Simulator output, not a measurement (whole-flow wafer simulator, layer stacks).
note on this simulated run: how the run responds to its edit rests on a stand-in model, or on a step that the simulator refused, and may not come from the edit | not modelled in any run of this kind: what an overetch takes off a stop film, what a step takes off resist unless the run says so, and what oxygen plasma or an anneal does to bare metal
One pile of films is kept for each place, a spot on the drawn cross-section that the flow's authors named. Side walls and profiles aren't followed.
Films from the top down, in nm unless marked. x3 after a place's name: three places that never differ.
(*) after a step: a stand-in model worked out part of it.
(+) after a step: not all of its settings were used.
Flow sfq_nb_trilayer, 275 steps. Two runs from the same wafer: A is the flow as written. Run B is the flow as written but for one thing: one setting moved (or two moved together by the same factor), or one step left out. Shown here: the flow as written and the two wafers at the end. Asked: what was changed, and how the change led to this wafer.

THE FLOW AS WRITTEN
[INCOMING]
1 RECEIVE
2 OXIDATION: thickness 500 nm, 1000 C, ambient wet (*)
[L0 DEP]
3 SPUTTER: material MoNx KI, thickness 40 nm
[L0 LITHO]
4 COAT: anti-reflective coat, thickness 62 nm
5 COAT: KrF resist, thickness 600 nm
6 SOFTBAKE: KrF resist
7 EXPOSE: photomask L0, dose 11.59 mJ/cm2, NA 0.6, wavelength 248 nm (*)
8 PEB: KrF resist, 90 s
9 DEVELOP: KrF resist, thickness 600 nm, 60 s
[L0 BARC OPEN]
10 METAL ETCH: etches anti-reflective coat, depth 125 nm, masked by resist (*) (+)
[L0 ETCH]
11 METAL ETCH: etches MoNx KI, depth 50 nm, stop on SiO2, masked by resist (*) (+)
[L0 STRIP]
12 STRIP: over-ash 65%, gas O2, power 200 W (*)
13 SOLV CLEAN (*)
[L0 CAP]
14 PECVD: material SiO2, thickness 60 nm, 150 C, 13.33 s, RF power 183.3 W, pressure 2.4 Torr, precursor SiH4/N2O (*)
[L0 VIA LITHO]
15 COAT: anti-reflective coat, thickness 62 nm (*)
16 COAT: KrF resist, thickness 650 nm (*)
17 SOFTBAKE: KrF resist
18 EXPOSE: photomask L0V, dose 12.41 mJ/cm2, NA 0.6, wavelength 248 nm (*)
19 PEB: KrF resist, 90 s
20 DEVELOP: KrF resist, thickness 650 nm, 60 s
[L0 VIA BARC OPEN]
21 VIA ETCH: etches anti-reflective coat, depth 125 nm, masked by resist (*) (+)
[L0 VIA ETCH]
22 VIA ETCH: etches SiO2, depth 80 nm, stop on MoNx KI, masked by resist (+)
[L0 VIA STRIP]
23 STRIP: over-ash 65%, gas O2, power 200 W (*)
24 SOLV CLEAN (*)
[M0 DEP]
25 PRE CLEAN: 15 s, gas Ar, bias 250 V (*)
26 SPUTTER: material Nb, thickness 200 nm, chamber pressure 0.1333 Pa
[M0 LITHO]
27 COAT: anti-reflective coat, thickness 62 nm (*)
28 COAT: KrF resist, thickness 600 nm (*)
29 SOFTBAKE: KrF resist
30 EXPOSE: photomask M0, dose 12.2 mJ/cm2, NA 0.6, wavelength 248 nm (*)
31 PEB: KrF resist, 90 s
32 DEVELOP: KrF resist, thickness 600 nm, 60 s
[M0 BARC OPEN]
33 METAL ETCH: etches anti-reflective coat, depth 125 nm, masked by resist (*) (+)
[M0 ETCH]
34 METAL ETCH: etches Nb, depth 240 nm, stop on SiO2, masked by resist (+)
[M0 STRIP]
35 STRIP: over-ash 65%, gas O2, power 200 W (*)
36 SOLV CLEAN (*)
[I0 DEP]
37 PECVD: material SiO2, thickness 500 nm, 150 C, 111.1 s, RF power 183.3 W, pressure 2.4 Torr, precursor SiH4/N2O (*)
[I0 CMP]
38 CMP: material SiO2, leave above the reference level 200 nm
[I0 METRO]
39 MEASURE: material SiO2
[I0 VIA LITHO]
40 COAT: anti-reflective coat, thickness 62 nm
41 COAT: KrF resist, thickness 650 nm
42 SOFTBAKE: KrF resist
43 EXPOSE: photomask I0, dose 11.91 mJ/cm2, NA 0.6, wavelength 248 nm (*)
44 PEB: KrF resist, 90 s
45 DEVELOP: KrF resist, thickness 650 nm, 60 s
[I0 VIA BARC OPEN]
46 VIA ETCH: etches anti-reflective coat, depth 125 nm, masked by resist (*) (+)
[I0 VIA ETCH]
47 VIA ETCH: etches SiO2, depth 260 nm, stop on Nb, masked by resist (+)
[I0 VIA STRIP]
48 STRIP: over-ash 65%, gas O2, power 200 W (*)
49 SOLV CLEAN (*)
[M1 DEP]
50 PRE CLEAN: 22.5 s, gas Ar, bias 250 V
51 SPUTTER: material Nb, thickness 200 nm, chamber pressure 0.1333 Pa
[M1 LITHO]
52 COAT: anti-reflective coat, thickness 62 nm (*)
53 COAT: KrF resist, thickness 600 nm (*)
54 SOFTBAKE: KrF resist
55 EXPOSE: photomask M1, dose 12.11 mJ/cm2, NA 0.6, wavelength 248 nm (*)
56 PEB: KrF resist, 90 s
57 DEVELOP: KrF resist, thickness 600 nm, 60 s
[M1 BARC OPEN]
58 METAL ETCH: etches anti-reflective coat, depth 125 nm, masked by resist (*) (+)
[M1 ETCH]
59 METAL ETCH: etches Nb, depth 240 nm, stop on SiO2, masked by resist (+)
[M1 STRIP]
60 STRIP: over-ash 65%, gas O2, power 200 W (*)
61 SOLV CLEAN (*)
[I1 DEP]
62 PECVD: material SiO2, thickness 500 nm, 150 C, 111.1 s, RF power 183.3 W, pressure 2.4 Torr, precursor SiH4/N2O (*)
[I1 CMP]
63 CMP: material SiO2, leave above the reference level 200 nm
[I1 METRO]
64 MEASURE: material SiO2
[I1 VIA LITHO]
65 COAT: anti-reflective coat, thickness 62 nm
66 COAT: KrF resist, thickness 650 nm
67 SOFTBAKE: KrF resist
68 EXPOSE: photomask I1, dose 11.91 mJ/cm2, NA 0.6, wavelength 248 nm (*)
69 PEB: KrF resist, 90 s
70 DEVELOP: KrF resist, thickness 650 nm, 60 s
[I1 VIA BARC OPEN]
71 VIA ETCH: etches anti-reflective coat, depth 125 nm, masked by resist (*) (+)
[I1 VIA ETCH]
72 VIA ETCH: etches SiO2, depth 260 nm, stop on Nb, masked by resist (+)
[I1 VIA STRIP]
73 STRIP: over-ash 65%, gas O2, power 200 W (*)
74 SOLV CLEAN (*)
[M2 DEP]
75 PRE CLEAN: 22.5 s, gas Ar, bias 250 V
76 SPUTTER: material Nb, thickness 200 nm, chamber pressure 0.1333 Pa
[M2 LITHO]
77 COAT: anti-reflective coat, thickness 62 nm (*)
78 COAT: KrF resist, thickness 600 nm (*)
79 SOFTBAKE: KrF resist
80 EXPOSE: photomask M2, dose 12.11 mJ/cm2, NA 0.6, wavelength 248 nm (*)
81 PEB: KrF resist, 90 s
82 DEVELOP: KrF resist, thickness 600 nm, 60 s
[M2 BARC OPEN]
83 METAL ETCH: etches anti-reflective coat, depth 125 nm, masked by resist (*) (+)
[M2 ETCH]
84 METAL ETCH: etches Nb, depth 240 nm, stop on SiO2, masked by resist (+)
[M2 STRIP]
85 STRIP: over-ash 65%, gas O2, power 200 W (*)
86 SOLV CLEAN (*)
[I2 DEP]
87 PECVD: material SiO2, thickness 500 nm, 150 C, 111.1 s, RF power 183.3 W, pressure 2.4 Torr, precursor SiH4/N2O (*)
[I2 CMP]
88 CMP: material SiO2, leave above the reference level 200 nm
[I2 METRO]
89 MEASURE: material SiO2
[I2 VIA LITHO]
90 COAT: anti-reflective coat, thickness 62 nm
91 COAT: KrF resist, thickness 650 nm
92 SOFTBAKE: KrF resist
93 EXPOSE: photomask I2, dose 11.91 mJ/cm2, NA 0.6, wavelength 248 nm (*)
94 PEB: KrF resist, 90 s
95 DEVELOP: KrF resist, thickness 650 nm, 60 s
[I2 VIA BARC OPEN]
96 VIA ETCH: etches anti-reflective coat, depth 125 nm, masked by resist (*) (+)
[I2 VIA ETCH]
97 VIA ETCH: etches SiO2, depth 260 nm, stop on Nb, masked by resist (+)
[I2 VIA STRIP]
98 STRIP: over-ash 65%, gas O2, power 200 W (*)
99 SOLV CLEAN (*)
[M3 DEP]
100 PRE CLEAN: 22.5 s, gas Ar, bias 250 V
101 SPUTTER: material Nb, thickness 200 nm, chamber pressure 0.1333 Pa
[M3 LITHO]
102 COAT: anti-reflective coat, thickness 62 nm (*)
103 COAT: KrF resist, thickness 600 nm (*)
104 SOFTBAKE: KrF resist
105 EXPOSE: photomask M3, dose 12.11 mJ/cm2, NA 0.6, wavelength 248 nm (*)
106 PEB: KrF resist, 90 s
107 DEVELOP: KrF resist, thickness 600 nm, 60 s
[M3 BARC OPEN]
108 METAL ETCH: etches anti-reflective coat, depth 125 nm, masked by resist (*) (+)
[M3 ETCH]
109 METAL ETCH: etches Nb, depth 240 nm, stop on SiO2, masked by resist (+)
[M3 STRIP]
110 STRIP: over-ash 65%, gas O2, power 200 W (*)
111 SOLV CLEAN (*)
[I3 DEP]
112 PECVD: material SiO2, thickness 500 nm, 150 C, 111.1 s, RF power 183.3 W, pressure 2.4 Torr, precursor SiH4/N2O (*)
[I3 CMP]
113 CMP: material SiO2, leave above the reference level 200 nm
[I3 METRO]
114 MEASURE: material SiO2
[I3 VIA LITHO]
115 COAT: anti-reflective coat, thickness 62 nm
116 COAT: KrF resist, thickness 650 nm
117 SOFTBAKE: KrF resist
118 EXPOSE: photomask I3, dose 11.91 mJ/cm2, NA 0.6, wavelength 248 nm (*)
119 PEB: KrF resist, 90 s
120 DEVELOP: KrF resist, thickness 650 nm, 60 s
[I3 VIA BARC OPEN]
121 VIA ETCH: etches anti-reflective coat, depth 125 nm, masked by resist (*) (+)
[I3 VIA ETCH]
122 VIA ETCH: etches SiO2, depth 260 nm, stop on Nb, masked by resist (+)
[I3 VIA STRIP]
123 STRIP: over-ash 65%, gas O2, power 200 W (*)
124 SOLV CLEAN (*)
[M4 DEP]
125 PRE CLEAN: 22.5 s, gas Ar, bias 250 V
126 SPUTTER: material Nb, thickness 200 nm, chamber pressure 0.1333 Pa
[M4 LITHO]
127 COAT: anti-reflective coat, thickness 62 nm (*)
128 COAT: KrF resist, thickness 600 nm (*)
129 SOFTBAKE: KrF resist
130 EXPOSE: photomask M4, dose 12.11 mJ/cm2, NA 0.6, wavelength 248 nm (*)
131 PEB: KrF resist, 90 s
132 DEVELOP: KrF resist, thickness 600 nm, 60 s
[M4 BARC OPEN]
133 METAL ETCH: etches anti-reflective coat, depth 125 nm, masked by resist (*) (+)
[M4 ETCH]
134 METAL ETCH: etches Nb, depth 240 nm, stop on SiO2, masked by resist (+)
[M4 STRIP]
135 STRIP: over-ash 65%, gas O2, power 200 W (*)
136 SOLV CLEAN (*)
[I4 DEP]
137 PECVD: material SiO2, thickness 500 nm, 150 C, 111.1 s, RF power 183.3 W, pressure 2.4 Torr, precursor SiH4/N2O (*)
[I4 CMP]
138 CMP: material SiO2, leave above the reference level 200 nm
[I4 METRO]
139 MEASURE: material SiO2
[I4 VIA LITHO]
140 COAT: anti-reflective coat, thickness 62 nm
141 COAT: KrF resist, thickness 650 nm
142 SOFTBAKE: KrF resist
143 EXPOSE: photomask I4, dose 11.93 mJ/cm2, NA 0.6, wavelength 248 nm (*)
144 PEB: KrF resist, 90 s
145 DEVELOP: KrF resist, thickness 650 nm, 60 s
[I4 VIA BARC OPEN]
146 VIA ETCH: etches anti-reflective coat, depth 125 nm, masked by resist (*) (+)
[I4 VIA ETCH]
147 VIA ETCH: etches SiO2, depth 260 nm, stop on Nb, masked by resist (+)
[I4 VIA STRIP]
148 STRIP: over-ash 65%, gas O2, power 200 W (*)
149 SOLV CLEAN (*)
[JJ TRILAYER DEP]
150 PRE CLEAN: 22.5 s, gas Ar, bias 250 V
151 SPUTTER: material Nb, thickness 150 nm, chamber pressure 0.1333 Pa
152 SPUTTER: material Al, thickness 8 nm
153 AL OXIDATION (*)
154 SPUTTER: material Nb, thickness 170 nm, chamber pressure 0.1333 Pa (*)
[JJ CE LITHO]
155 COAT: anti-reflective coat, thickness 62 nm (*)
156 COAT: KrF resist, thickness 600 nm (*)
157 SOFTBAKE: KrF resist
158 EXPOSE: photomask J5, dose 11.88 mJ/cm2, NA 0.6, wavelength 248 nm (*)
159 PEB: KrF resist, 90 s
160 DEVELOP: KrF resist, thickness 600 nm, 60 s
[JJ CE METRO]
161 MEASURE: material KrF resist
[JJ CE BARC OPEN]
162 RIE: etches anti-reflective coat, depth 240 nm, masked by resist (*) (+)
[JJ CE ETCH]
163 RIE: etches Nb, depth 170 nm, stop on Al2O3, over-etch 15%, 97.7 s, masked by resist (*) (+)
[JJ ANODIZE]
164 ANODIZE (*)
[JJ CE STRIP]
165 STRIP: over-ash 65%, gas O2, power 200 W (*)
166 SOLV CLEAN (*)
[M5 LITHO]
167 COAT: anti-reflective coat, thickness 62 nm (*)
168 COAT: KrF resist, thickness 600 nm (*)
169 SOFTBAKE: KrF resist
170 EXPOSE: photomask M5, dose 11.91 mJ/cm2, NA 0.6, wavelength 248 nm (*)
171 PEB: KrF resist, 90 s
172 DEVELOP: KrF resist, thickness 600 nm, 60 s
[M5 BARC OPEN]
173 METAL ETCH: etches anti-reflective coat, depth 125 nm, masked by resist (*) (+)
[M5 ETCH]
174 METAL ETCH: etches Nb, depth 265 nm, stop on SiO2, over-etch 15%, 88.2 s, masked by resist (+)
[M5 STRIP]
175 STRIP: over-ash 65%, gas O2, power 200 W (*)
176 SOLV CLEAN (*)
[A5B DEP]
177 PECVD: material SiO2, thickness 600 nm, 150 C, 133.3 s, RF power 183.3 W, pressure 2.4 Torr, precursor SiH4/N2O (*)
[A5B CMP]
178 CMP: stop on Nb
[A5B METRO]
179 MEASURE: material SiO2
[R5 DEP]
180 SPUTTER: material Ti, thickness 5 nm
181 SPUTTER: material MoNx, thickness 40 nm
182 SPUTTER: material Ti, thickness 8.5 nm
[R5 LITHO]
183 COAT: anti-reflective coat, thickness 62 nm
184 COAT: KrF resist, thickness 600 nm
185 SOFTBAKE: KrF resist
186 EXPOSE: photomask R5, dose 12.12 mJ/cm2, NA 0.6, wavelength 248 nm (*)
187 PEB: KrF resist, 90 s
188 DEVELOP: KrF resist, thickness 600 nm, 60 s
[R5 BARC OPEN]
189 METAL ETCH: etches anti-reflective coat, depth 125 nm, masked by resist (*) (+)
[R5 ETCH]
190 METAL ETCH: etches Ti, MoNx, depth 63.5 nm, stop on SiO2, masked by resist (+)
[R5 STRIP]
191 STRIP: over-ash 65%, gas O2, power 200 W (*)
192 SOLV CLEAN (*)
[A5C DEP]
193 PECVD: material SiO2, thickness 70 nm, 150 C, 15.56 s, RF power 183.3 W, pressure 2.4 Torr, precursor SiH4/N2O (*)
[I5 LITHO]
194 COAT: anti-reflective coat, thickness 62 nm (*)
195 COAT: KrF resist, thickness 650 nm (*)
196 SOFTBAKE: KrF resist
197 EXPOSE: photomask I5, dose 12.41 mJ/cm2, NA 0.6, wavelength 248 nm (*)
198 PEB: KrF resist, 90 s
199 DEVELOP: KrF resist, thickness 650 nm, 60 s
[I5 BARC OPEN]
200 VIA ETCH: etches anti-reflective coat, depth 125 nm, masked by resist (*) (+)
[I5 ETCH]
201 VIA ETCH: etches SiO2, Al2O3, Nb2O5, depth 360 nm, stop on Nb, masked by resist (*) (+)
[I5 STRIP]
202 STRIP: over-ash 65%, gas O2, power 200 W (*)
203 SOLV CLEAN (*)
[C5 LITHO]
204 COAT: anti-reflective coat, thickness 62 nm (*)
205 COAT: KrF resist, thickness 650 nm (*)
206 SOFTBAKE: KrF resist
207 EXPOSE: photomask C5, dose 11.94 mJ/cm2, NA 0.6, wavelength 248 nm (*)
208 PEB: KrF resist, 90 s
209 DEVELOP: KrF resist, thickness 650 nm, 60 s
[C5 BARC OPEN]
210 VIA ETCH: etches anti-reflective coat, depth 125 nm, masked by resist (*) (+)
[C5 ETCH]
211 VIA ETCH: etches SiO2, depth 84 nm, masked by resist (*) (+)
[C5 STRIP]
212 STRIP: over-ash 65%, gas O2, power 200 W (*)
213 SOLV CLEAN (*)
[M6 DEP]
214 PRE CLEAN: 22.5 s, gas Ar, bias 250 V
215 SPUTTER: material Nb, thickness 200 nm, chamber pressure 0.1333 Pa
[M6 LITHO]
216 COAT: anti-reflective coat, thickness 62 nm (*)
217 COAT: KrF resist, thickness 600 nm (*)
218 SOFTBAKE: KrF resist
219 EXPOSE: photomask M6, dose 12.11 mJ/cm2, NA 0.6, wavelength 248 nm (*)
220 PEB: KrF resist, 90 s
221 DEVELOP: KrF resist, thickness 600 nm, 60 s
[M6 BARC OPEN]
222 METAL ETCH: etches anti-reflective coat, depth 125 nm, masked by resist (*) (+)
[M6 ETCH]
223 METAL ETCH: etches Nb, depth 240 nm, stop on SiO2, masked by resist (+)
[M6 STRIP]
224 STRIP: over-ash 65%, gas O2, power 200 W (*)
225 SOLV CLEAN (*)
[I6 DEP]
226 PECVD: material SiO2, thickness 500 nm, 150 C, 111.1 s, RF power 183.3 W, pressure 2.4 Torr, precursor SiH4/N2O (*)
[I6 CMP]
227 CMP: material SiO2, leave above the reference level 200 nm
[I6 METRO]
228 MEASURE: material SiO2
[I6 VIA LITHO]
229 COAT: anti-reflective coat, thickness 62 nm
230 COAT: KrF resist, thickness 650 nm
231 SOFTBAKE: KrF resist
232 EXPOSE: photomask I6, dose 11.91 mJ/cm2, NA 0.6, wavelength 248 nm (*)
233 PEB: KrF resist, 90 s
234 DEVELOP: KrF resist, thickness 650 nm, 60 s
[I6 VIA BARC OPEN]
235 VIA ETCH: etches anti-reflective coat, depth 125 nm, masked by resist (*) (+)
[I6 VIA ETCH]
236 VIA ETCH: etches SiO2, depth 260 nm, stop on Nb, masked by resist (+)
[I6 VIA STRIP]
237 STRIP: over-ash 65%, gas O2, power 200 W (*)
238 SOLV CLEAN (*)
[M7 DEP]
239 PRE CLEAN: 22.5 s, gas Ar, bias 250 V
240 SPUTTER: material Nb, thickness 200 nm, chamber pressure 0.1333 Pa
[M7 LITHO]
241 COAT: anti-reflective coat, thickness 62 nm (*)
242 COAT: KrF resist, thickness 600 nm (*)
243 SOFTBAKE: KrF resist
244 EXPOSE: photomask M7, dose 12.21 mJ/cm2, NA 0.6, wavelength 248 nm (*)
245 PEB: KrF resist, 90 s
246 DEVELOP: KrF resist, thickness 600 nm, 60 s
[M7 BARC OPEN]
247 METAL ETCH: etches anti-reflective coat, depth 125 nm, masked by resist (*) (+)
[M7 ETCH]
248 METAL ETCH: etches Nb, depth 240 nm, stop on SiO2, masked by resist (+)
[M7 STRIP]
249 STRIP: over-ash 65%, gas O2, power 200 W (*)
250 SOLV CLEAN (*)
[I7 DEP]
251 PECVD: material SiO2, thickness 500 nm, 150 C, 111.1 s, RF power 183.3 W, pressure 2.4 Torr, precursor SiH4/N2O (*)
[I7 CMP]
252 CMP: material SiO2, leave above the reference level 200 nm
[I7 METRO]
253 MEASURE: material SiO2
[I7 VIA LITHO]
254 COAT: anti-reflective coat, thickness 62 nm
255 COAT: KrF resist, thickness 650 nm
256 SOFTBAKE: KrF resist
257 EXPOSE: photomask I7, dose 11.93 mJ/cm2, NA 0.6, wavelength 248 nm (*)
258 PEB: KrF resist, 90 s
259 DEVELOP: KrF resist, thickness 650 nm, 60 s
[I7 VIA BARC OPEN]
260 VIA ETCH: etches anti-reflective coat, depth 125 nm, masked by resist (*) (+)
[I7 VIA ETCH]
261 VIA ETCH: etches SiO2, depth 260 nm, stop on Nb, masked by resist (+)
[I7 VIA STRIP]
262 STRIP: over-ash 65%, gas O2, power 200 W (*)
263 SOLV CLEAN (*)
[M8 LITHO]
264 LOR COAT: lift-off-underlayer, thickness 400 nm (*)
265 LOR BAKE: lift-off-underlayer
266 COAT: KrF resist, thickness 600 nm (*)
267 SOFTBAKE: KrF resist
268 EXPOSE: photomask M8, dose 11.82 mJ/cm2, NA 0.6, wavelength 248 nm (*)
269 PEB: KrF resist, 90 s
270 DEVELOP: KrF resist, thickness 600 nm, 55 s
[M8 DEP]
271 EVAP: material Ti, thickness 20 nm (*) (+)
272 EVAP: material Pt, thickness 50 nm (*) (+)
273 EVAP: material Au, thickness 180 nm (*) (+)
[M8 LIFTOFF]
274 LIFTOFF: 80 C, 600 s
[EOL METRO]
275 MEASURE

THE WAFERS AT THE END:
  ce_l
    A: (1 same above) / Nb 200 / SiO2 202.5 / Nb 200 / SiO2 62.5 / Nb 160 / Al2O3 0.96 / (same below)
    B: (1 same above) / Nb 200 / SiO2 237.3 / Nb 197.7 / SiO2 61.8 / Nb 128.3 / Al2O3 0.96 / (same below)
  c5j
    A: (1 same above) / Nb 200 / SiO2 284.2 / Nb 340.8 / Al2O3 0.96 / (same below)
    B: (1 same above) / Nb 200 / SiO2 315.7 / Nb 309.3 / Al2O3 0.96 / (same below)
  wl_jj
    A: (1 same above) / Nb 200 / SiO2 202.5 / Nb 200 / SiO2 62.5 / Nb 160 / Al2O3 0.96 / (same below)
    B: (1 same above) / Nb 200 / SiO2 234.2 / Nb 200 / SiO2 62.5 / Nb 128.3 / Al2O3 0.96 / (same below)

The cause: step 190, METAL ETCH: depth 95.2 nm was run, where the flow has depth 63.5 nm.

How the change led to this, step by step:
  190 METAL ETCH: etches Ti, MoNx, depth 63.5 nm, stop on SiO2, masked by resist (+)
      be_r, r_sur, res, r_end, r5r_line_l, r5r_line_c, r5r_line_r: A KrF resist -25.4 | B KrF resist -38.1
      ce_l, c5j, ce_r, wl_jj: A Ti -8.5 (all of it), MoNx -40 (all of it), Ti -5 (all of it), Nb -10 | B Ti -8.5 (all of it), MoNx -40 (all of it), Ti -5 (all of it), Nb -41.7
  191 STRIP: over-ash 65%, gas O2, power 200 W (*)
      be_r, r_sur, res, r_end, r5r_line_l, r5r_line_c, r5r_line_r: A KrF resist -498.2 (all of it), anti-reflective coat -62 (all of it) | B KrF resist -485.5 (all of it), anti-reflective coat -62 (all of it)
  194 COAT: anti-reflective coat, thickness 62 nm (*)
      wl_j_sl, wl_j_sr: A anti-reflective coat +60.2 (new film) | B anti-reflective coat +55.4 (new film)
      jj_sur: A anti-reflective coat +60.8 (new film) | B anti-reflective coat +55.8 (new film)
      (and at 5 more places)
  195 COAT: KrF resist, thickness 650 nm (*)
      c5j: A KrF resist +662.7 (new film) | B KrF resist +679.4 (new film)
      wl_jj: A KrF resist +654.8 (new film) | B KrF resist +670.4 (new film)
  202 STRIP: over-ash 65%, gas O2, power 200 W (*)
      wl_j_sl, wl_j_sr: A KrF resist -333.3 (all of it), anti-reflective coat -60.2 (all of it) | B KrF resist -333.1 (all of it), anti-reflective coat -55.4 (all of it)
      jj_sur: A KrF resist -337.2 (all of it), anti-reflective coat -60.8 (all of it) | B KrF resist -337.4 (all of it), anti-reflective coat -55.8 (all of it)
      (and at 5 more places)
  204 COAT: anti-reflective coat, thickness 62 nm (*)
      wl_j_sl, wl_j_sr: A anti-reflective coat +60.2 (new film) | B anti-reflective coat +55.4 (new film)
      jj_sur: A anti-reflective coat +59.5 (new film) | B anti-reflective coat +54.6 (new film)
      (and at 5 more places)
  205 COAT: KrF resist, thickness 650 nm (*)
      c5j: A KrF resist +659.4 (new film) | B KrF resist +676.2 (new film)
      wl_jj: A KrF resist +654.8 (new film) | B KrF resist +670.4 (new film)
  209 DEVELOP: KrF resist, thickness 650 nm, 60 s
      c5j: A KrF resist -658.1 (all of it) | B KrF resist -674.8 (all of it)
  210 VIA ETCH: etches anti-reflective coat, depth 125 nm, masked by resist (*) (+)
      c5j: A anti-reflective coat -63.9 (all of it), SiO2 -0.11 | B anti-reflective coat -72.9 (all of it), SiO2 -0.06
  212 STRIP: over-ash 65%, gas O2, power 200 W (*)
      wl_j_sl, wl_j_sr: A KrF resist -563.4 (all of it), anti-reflective coat -60.2 (all of it) | B KrF resist -563.2 (all of it), anti-reflective coat -55.4 (all of it)
      jj_sur: A KrF resist -562 (all of it), anti-reflective coat -59.5 (all of it) | B KrF resist -562.1 (all of it), anti-reflective coat -54.6 (all of it)
      (and at 4 more places)
  216 COAT: anti-reflective coat, thickness 62 nm (*)
      wl_j_sl, wl_j_sr: A anti-reflective coat +60.2 (new film) | B anti-reflective coat +55.5 (new film)
      jj_sur: A anti-reflective coat +56.1 (new film) | B anti-reflective coat +50.9 (new film)
      (and at 5 more places)
  217 COAT: KrF resist, thickness 600 nm (*)
      ce_l: A KrF resist +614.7 (new film) | B KrF resist +629.6 (new film)
      c5j: A KrF resist +636 (new film) | B KrF resist +653.1 (new film)
      (and at 2 more places)
  224 STRIP: over-ash 65%, gas O2, power 200 W (*)
      wl_j_sl, wl_j_sr: A KrF resist -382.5 (all of it), anti-reflective coat -60.2 (all of it) | B KrF resist -382.1 (all of it), anti-reflective coat -55.5 (all of it)
      jj_sur: A KrF resist -378.5 (all of it), anti-reflective coat -56.1 (all of it) | B KrF resist -378.3 (all of it), anti-reflective coat -50.9 (all of it)
      (and at 5 more places)
  227 CMP: material SiO2, leave above the reference level 200 nm
      ce_l, ce_r: A SiO2 -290 | B SiO2 -255.2
      c5j: A SiO2 -223 | B SiO2 -188.2
      (and at 1 more place)
